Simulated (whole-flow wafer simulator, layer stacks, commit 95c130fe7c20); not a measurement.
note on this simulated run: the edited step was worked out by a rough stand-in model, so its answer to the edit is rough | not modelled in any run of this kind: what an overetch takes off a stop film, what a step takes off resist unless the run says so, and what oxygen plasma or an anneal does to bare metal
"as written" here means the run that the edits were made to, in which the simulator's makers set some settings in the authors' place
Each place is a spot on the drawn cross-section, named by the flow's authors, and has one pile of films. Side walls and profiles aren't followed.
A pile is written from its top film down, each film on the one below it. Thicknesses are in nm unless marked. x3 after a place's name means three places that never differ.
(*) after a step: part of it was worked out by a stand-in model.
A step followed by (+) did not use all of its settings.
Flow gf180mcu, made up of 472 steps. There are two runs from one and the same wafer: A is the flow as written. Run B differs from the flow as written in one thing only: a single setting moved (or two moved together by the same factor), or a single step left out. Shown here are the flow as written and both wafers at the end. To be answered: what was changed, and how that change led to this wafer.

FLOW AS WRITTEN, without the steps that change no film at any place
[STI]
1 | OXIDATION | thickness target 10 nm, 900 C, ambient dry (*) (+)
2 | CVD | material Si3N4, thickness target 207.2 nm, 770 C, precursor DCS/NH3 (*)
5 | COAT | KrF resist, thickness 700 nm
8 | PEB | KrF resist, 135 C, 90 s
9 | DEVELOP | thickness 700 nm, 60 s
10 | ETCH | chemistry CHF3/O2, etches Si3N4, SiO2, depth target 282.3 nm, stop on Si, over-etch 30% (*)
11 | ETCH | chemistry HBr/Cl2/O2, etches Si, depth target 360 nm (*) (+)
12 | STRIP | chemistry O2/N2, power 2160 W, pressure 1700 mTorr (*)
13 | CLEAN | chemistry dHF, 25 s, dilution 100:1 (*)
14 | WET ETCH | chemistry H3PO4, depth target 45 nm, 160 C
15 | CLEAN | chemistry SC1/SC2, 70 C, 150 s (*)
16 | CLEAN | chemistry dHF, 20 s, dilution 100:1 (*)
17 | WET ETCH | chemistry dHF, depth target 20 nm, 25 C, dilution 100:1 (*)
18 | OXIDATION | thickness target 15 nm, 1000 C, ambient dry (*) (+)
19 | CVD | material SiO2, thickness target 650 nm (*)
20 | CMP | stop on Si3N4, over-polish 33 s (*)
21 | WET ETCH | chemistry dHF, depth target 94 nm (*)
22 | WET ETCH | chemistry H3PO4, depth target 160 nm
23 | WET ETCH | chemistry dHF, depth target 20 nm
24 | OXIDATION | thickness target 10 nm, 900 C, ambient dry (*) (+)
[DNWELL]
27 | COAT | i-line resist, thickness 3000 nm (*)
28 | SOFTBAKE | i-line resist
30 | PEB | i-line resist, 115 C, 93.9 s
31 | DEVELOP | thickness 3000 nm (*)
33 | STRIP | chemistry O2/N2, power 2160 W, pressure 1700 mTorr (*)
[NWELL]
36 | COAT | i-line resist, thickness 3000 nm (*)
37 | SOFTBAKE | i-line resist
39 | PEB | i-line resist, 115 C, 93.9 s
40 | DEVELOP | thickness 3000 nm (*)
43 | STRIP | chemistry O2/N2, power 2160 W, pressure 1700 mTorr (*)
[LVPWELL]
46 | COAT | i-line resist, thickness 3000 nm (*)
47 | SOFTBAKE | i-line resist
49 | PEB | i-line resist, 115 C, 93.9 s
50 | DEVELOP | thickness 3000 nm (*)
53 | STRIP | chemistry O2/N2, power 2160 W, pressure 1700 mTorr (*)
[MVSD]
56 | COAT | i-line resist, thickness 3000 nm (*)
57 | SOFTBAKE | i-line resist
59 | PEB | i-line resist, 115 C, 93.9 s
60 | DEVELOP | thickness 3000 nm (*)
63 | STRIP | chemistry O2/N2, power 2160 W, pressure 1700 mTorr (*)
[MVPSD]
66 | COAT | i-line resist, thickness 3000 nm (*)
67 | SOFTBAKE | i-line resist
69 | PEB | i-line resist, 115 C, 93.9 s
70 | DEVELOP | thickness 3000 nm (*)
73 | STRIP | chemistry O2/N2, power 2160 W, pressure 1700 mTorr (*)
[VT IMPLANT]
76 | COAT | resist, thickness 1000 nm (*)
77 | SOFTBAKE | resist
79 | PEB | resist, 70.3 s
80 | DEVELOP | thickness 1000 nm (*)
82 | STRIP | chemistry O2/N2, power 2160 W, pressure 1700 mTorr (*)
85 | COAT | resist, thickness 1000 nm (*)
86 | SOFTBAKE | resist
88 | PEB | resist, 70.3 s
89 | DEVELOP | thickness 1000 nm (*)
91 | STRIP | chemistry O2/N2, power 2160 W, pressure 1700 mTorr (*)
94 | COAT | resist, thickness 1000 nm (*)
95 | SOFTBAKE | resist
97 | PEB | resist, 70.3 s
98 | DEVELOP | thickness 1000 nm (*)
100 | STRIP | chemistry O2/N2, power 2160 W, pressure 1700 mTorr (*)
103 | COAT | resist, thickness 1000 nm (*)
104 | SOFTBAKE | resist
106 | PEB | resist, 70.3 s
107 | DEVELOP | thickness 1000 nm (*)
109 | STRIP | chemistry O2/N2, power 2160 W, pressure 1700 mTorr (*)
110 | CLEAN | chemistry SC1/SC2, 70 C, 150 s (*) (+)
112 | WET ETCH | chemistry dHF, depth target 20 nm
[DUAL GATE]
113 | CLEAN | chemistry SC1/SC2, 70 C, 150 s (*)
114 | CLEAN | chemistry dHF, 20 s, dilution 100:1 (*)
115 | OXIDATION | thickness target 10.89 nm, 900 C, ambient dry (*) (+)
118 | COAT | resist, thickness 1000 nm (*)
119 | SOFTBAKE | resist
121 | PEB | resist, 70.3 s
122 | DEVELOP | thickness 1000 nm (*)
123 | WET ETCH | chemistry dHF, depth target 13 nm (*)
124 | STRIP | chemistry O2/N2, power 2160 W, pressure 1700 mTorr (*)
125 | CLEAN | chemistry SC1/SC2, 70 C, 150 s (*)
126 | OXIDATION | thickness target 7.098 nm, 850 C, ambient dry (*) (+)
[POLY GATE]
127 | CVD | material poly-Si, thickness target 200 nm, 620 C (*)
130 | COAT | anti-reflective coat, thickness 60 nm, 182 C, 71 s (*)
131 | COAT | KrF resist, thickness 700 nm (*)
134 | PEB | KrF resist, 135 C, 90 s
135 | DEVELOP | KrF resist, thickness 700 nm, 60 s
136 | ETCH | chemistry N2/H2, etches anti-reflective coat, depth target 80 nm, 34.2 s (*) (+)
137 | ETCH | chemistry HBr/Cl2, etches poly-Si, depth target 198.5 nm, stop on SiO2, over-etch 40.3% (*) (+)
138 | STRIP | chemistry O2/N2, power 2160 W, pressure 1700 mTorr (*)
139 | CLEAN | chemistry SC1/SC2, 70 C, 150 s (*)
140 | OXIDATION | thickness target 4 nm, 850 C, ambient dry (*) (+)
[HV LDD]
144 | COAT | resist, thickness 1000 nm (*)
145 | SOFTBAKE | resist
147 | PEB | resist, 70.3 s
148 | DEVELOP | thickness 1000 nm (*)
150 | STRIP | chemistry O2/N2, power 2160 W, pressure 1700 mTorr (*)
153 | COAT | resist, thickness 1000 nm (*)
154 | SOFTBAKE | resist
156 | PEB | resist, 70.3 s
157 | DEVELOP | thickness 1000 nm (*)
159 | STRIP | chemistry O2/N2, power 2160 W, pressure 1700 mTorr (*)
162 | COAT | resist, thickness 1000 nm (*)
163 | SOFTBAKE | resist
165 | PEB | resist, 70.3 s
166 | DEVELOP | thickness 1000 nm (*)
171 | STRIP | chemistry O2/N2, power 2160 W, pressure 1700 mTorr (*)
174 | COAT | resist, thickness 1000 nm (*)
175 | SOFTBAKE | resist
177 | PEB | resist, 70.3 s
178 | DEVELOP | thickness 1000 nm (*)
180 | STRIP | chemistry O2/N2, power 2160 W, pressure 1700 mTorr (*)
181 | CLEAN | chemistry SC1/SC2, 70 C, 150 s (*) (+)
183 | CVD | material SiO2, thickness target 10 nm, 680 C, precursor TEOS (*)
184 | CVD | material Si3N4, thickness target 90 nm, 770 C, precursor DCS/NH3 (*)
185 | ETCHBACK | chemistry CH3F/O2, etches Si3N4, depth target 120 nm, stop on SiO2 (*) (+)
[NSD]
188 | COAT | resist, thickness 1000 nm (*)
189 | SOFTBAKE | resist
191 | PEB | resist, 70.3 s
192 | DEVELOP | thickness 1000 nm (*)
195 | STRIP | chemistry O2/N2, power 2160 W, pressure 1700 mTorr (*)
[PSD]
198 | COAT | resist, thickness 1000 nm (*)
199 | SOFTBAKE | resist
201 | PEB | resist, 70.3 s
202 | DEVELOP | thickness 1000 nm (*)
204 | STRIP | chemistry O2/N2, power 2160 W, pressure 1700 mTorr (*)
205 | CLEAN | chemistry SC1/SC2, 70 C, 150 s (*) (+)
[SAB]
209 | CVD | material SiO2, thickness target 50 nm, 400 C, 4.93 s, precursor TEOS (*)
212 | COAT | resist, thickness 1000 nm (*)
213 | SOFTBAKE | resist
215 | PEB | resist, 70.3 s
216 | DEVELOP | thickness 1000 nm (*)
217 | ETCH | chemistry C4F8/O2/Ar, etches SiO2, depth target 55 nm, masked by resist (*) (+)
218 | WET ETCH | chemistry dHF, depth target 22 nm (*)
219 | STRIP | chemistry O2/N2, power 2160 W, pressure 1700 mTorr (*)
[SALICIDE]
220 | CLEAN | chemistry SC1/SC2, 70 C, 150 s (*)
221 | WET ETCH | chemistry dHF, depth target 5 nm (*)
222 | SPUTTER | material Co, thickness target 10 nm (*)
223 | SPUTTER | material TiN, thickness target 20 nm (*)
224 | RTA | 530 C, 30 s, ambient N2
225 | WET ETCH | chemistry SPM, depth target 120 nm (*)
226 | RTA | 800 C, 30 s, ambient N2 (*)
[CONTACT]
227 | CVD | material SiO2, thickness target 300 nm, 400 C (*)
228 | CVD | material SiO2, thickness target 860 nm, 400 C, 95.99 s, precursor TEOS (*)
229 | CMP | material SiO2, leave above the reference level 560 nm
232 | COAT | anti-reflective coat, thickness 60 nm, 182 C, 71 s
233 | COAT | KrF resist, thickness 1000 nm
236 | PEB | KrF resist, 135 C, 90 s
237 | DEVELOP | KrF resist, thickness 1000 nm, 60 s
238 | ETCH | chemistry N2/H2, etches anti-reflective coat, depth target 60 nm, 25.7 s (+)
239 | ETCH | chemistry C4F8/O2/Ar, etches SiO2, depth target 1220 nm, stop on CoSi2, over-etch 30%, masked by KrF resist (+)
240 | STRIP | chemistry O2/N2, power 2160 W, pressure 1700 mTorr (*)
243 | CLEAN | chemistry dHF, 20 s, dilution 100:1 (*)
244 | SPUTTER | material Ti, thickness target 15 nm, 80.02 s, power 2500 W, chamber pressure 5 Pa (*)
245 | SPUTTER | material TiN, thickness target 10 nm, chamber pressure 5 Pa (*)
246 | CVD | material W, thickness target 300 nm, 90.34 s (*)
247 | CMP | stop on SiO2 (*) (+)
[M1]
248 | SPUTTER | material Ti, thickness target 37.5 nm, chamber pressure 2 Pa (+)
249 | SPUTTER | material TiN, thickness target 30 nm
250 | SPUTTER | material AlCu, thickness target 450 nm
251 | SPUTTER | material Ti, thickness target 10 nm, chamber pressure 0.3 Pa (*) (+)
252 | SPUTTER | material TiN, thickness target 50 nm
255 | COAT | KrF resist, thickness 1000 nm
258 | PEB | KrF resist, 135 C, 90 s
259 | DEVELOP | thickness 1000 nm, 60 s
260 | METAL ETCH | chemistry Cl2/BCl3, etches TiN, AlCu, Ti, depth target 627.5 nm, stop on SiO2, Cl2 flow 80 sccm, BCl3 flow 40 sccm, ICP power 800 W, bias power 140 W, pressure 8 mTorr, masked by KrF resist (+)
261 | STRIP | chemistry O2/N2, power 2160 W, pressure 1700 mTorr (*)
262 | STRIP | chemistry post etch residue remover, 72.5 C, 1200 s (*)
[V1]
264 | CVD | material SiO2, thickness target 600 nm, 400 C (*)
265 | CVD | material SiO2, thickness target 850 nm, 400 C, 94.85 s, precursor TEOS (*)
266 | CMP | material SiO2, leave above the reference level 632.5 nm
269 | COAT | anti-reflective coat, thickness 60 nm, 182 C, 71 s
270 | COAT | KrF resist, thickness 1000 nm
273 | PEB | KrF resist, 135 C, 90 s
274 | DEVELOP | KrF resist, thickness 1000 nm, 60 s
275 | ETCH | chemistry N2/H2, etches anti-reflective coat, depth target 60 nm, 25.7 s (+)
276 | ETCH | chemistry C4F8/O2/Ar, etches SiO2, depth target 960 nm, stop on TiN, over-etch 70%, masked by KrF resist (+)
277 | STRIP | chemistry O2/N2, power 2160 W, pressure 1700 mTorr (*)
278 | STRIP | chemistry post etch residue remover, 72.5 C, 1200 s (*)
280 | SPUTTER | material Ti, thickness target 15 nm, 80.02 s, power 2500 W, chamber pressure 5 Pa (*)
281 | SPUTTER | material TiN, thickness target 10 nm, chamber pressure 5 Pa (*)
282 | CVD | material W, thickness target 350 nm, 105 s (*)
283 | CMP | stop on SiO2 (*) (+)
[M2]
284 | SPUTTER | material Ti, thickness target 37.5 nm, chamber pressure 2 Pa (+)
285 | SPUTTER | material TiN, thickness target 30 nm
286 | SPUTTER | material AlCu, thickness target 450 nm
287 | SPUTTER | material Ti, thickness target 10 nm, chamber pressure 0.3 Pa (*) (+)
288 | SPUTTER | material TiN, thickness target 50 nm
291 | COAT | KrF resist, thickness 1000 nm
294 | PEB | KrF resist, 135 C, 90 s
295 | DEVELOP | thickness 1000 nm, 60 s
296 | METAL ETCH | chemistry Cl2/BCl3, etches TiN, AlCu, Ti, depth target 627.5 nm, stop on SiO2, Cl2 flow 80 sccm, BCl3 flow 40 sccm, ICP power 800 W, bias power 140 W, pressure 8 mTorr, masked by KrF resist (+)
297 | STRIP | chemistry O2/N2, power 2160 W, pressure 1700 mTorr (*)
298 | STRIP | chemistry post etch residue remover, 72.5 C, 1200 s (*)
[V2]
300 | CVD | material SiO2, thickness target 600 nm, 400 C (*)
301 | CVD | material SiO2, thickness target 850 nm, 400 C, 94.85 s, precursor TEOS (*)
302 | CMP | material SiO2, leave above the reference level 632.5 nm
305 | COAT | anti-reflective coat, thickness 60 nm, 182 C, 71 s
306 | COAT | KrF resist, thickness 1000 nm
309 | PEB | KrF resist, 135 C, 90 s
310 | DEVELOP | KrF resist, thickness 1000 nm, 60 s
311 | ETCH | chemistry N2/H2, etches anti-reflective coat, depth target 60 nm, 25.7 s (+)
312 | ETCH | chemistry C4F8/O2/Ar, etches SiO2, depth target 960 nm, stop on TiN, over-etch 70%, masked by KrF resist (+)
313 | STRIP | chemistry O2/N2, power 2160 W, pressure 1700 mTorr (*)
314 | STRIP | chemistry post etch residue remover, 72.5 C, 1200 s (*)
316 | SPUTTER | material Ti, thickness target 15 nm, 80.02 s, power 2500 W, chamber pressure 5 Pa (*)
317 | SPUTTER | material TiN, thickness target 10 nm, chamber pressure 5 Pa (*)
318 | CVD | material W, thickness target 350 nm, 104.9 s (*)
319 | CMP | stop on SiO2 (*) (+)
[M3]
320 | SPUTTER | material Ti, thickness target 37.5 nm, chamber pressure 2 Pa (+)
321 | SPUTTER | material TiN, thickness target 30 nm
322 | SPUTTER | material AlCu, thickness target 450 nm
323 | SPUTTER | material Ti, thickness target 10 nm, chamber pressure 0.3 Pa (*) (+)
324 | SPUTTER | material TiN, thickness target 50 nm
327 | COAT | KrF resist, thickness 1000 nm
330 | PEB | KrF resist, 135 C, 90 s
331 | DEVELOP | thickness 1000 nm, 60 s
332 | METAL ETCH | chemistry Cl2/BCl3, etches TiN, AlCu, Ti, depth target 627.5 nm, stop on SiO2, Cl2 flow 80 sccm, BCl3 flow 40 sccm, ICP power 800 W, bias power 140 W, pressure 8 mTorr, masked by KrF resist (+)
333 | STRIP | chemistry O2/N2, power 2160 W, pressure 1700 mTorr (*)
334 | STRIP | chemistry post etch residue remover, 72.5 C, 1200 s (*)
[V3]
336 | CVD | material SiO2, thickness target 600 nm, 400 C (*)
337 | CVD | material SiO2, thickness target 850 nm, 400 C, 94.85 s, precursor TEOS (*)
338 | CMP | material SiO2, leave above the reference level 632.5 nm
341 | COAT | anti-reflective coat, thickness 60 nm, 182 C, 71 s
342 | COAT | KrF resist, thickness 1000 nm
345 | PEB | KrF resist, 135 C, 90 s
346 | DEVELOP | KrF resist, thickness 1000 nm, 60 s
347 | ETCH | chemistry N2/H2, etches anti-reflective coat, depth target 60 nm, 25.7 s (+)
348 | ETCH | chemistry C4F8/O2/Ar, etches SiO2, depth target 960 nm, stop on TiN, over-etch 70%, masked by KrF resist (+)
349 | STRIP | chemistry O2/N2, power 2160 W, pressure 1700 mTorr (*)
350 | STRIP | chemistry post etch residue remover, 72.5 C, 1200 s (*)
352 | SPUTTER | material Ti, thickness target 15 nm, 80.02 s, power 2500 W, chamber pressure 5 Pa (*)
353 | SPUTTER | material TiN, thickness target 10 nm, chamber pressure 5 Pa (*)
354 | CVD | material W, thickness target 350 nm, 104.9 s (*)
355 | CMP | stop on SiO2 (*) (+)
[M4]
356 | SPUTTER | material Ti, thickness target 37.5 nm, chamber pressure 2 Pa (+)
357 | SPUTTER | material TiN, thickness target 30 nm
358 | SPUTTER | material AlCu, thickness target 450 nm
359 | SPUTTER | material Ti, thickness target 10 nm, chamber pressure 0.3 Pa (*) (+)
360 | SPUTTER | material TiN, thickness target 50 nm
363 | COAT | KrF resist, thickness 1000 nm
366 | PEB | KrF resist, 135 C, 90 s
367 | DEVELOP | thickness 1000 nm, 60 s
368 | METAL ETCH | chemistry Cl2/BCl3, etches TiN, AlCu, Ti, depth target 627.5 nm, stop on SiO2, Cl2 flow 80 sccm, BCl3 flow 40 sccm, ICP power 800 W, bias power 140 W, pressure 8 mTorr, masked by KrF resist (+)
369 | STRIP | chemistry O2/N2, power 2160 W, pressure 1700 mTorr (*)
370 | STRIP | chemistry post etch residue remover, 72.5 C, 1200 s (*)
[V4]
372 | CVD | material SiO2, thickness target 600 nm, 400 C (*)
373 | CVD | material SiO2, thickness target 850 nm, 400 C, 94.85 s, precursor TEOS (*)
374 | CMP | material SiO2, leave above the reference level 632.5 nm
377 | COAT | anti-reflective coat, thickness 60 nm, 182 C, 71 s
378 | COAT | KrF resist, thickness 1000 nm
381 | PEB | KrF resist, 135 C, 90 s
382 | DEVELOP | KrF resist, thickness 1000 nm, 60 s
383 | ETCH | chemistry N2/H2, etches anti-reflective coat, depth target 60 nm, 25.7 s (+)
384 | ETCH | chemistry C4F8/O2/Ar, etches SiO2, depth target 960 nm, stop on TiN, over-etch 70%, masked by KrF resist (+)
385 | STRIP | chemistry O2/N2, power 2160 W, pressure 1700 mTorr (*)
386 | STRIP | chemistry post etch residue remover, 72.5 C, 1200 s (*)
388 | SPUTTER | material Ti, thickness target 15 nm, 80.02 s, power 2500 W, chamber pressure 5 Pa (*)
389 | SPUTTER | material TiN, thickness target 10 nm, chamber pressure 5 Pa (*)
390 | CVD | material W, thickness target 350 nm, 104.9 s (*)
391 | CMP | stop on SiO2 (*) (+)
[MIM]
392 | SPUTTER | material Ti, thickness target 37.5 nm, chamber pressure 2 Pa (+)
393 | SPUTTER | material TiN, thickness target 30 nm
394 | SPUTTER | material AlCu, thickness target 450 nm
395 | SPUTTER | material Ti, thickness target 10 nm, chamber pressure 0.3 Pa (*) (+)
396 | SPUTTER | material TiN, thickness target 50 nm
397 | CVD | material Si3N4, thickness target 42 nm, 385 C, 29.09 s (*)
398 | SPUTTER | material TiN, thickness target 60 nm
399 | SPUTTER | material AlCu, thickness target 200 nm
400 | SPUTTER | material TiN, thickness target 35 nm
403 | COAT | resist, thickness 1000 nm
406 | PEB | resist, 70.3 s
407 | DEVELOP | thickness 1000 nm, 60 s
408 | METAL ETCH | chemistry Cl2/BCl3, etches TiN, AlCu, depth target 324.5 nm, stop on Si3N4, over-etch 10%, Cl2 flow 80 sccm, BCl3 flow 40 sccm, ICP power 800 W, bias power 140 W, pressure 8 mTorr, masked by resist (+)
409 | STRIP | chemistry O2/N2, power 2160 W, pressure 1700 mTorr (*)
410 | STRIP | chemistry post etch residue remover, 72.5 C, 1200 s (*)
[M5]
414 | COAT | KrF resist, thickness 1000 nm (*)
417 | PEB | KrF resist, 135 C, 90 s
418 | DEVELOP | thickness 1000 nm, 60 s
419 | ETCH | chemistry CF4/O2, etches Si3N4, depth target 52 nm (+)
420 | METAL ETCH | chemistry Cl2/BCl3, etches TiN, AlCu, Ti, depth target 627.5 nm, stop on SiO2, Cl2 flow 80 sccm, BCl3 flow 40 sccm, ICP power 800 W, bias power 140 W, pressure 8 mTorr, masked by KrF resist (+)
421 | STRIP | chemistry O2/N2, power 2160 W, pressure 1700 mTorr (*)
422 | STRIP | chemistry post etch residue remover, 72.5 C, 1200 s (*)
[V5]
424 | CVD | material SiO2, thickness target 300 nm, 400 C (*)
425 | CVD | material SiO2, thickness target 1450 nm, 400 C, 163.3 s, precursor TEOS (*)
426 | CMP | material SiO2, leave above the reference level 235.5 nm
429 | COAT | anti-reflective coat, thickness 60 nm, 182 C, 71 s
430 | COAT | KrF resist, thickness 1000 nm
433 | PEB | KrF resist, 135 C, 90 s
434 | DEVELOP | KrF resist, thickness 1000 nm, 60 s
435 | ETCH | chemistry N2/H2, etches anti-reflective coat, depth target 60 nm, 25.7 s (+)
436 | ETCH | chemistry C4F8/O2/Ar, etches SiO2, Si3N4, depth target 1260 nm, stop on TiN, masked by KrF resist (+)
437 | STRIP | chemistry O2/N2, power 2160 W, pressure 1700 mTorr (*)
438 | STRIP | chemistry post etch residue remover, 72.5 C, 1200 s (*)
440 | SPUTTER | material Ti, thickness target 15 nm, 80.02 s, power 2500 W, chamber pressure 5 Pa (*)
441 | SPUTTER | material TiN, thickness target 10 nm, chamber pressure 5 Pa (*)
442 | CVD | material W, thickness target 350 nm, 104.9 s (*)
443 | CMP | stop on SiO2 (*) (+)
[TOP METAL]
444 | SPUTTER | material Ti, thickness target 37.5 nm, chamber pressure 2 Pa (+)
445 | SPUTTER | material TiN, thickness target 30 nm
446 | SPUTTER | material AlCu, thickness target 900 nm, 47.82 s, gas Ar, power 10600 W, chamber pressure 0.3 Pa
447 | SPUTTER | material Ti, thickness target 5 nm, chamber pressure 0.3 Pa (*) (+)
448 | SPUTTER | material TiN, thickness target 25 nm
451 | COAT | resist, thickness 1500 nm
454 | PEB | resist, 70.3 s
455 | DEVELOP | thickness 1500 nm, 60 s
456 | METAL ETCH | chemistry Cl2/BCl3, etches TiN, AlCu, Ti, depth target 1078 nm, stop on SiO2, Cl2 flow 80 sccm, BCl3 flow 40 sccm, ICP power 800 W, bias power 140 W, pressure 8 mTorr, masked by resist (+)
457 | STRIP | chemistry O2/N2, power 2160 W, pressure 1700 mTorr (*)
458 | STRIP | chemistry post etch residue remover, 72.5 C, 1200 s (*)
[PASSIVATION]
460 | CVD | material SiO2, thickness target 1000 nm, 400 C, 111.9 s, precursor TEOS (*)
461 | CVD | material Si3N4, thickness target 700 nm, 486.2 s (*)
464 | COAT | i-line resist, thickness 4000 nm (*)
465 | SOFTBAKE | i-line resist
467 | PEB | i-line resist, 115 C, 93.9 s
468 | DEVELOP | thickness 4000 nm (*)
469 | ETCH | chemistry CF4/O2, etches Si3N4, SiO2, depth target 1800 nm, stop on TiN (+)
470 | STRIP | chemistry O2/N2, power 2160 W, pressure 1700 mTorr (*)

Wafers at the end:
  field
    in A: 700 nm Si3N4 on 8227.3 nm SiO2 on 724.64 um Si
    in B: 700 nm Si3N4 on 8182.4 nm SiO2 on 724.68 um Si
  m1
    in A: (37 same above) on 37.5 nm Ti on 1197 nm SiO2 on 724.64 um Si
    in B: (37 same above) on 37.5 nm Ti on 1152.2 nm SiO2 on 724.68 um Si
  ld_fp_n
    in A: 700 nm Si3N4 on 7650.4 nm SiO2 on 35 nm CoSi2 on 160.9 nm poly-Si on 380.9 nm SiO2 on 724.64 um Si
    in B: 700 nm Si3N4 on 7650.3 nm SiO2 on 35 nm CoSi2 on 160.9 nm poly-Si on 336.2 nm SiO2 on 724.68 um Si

Cause: step 11, ETCH: depth target 315 nm was run, while the flow as written has depth target 360 nm.

Step by step, how the change led to this:
  11 | ETCH | chemistry HBr/Cl2/O2, etches Si, depth target 360 nm (*) (+)
      active, n_well, p_well and 40 more: A -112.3 KrF resist | B -97.3 KrF resist
      field, field_sub, sti and 34 more: A -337 Si | B -292 Si
  12 | STRIP | chemistry O2/N2, power 2160 W, pressure 1700 mTorr (*)
      active, n_well, p_well and 40 more: A -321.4 KrF resist (all of it) | B -336.4 KrF resist (all of it)
  19 | CVD | material SiO2, thickness target 650 nm (*)
      m1, ld_fp_n, ld_drift_n and 8 more: A +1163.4 SiO2 | B +1118.4 SiO2
  20 | CMP | stop on Si3N4, over-polish 33 s (*)
      sti, mim_1p0, pad and 11 more: A -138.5 SiO2 | B -183.5 SiO2
      nw_enc_fld, nw_enc_fld_lv: A -142.5 SiO2 | B -187.5 SiO2
      (also at 10 further places)
